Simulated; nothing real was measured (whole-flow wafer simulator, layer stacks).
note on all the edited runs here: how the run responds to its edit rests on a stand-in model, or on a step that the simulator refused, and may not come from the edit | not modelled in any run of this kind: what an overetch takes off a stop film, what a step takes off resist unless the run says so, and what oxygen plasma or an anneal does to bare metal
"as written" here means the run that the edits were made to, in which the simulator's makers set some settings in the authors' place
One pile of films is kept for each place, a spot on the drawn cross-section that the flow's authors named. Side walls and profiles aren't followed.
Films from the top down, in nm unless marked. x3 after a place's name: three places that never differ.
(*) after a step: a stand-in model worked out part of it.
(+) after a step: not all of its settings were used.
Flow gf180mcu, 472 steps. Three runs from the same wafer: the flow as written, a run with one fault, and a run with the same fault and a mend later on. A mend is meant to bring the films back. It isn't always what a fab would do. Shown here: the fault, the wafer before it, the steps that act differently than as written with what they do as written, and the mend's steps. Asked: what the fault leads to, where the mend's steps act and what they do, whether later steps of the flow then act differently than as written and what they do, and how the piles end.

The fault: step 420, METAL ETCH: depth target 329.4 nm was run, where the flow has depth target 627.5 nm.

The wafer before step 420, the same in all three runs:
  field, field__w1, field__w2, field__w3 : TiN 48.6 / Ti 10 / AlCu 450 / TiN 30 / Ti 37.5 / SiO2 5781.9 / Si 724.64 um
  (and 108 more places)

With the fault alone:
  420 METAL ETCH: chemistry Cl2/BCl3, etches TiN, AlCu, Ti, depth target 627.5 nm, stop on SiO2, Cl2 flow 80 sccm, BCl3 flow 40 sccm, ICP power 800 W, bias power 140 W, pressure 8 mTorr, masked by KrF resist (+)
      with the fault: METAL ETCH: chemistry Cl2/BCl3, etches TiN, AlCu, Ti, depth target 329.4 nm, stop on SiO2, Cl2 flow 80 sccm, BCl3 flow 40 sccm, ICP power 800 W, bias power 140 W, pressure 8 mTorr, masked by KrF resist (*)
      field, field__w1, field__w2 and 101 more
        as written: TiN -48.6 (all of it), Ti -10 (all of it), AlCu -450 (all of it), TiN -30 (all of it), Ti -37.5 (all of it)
        with the fault: TiN -48.6 (all of it), Ti -10 (all of it), AlCu -270.8
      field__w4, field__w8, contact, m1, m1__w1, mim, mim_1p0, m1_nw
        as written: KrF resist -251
        with the fault: KrF resist -131.8
  Later steps of the flow that act differently than as written (1 more step differs only slightly, by at most 2% or 0.5 nm, whichever is larger, and isn't shown):
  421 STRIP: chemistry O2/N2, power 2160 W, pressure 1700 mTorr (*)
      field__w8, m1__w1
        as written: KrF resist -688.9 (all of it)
        with the fault: KrF resist -808.1 (all of it)
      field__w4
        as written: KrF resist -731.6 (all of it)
        with the fault: KrF resist -850.9 (all of it)
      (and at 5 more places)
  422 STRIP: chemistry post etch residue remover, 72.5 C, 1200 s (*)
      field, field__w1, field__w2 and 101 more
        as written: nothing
        with the fault: AlCu -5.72
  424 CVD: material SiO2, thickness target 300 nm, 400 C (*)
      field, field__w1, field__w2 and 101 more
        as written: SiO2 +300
        with the fault: SiO2 +300 (new film)
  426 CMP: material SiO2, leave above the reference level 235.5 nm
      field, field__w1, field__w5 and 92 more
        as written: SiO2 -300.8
        with the fault: SiO2 -541.8
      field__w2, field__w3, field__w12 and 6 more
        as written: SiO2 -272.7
        with the fault: SiO2 -524.6
  At the end the piles differ from the flow's by more than 2% or 0.5 nm, whichever is larger, at field, field__w1, field__w2 and 101 more.
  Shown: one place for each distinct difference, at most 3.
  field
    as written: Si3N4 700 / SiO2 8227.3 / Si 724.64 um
    with the fault: Si3N4 700 / SiO2 2204.4 / AlCu 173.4 / TiN 30 / Ti 37.5 / SiO2 5781.9 / Si 724.64 um
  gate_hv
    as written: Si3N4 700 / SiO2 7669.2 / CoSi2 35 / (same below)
    with the fault: Si3N4 700 / SiO2 2204.4 / AlCu 173.4 / TiN 30 / Ti 37.5 / SiO2 5223.8 / CoSi2 35 / (same below)
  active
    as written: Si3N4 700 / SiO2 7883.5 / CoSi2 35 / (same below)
    with the fault: Si3N4 700 / SiO2 2204.4 / AlCu 173.4 / TiN 30 / Ti 37.5 / SiO2 5438.1 / CoSi2 35 / (same below)

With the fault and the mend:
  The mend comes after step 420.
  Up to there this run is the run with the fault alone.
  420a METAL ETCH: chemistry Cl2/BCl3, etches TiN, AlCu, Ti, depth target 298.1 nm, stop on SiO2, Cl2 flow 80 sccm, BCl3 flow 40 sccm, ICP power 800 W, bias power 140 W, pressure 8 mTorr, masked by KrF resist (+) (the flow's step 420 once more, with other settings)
      field, field__w1, field__w2 and 101 more
        AlCu -179.2 (all of it), TiN -30 (all of it), Ti -37.5 (all of it)
      field__w4, field__w8, contact, m1, m1__w1, mim, mim_1p0, m1_nw
        KrF resist -119.2
  No later step of the flow acts differently than as written at any place that is followed.
  At the end the piles are the same as the flow's at every place that both follow.
